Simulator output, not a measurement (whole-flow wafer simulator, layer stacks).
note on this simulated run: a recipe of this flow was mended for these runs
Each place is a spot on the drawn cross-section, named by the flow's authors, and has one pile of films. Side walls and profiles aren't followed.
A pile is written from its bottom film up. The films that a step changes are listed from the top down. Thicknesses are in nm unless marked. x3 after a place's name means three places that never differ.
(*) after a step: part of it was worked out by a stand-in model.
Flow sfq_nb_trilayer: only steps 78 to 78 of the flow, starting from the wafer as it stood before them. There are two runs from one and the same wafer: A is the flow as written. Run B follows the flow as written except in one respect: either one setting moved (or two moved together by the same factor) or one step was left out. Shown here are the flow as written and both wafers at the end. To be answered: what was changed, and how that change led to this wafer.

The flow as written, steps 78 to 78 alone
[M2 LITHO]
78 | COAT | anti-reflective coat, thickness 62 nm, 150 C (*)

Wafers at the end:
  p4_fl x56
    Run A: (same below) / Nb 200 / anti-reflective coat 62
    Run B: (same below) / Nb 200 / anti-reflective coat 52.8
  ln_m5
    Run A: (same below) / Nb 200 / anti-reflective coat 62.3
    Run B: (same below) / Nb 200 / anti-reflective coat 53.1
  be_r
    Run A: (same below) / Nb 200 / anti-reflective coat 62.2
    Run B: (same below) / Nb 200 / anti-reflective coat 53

The reason: step 78, COAT: thickness 52.8 nm was run, while the flow as written has thickness 62 nm.
One can read it off the wafer: p4_fl x56 has anti-reflective coat 52.8, and step 78 as written asks for 62 nm.

How this came from the change, step by step:
  78 | COAT | anti-reflective coat, thickness 62 nm, 150 C (*)
      p4_fl x56, wl_j_sl x16, l0r_line_l x3, m0r_space_l x2: A anti-reflective coat gains 62 (new film) | B anti-reflective coat gains 52.8 (new film)
      ln_m5, lsp_m, ln_m6, lsp_r, l0_sur, l0v: A anti-reflective coat gains 62.3 (new film) | B anti-reflective coat gains 53.1 (new film)
      (as well as at 23 more places)
